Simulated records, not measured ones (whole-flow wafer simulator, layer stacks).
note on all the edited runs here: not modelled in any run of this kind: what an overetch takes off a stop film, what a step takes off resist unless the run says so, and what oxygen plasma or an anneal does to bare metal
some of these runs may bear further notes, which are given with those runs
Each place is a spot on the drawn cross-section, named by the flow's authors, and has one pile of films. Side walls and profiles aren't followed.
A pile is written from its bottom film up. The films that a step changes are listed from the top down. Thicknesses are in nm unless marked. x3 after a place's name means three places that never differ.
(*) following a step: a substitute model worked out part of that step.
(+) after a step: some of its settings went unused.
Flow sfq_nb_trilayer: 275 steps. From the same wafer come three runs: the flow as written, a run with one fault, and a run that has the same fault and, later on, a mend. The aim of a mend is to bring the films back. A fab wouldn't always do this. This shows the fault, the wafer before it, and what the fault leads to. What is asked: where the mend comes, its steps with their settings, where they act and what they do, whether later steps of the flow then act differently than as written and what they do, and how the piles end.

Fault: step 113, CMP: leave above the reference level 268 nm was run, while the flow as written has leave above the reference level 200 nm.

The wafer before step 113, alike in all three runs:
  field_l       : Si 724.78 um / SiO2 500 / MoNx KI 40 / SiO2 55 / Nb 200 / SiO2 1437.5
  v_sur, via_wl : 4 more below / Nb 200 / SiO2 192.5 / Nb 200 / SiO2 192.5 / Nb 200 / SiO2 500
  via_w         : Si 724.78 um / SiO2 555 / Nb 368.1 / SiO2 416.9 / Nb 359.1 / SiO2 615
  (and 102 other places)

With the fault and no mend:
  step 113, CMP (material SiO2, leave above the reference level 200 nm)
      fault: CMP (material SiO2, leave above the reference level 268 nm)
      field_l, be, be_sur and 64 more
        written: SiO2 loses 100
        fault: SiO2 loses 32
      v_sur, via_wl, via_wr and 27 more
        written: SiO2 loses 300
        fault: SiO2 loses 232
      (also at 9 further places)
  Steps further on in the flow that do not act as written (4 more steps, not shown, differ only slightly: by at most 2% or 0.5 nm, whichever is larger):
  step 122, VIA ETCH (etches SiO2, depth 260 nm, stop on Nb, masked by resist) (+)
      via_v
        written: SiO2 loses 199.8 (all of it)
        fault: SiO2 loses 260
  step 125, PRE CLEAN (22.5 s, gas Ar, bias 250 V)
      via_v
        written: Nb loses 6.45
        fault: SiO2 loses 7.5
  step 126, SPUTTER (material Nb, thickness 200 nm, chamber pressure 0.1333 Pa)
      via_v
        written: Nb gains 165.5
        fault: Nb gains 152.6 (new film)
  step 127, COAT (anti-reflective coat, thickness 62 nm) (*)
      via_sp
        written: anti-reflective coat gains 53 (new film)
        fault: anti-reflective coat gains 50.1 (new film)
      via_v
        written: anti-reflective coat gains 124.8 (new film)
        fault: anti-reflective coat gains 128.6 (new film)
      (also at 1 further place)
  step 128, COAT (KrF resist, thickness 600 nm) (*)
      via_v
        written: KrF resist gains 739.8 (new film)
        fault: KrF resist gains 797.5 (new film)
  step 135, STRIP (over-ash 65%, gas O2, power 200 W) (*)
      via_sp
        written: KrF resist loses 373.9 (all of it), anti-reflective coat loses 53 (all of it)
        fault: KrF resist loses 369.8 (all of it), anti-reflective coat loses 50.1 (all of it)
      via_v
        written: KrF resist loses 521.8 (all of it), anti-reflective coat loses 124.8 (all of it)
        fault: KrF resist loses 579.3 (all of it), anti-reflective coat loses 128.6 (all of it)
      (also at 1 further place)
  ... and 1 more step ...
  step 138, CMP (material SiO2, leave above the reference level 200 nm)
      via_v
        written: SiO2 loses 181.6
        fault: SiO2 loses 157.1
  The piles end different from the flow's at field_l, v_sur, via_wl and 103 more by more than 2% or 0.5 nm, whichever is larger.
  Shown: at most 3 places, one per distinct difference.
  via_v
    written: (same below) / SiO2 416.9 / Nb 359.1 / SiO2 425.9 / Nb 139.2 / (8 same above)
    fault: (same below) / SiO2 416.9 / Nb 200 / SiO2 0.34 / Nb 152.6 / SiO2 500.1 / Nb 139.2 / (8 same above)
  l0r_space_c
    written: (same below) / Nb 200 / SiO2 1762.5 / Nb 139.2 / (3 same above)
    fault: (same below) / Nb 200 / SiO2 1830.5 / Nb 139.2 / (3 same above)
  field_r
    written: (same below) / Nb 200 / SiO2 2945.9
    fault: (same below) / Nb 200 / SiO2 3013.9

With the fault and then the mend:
  The mend follows step 120.
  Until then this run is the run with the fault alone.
  step 120a, STRIP (over-ash 65%, gas O2, power 200 W) (*)
      field_l, v_sur, via_wl and 102 more
        KrF resist loses 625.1 (all of it), anti-reflective coat loses 62 (all of it)
      via_v
        anti-reflective coat loses 62 (all of it)
  step 120b, CMP (material SiO2, leave above the reference level 200 nm) (the flow's step 113, run once more)
      field_l, v_sur, via_wl and 103 more
        SiO2 loses 68
  step 120c, COAT (anti-reflective coat, thickness 62 nm) (the flow's step 115, run once more)
      field_l, v_sur, via_wl and 103 more
        anti-reflective coat gains 62 (new film)
  step 120d, COAT (KrF resist, thickness 650 nm) (the flow's step 116, run once more)
      field_l, v_sur, via_wl and 103 more
        KrF resist gains 650 (new film)
  step 120e, SOFTBAKE (KrF resist) (the flow's step 117, run once more)
      alters no film at any place that is followed
  step 120f, EXPOSE (photomask I3, dose 11.91 mJ/cm2, NA 0.6, wavelength 248 nm) (*) (the flow's step 118, run once more)
      alters no film at any place that is followed
  step 120g, PEB (KrF resist, 90 s) (the flow's step 119, run once more)
      field_l, v_sur, via_wl and 103 more
        KrF resist loses 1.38
  step 120h, DEVELOP (KrF resist, thickness 650 nm, 60 s) (the flow's step 120, run once more)
      field_l, v_sur, via_wl and 102 more
        KrF resist loses 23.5
      via_v
        KrF resist loses 648.6 (all of it)
  Every later step of the flow that is run acts as written at every place that is followed.
  By the end, the piles equal the flow's at every place that both follow.
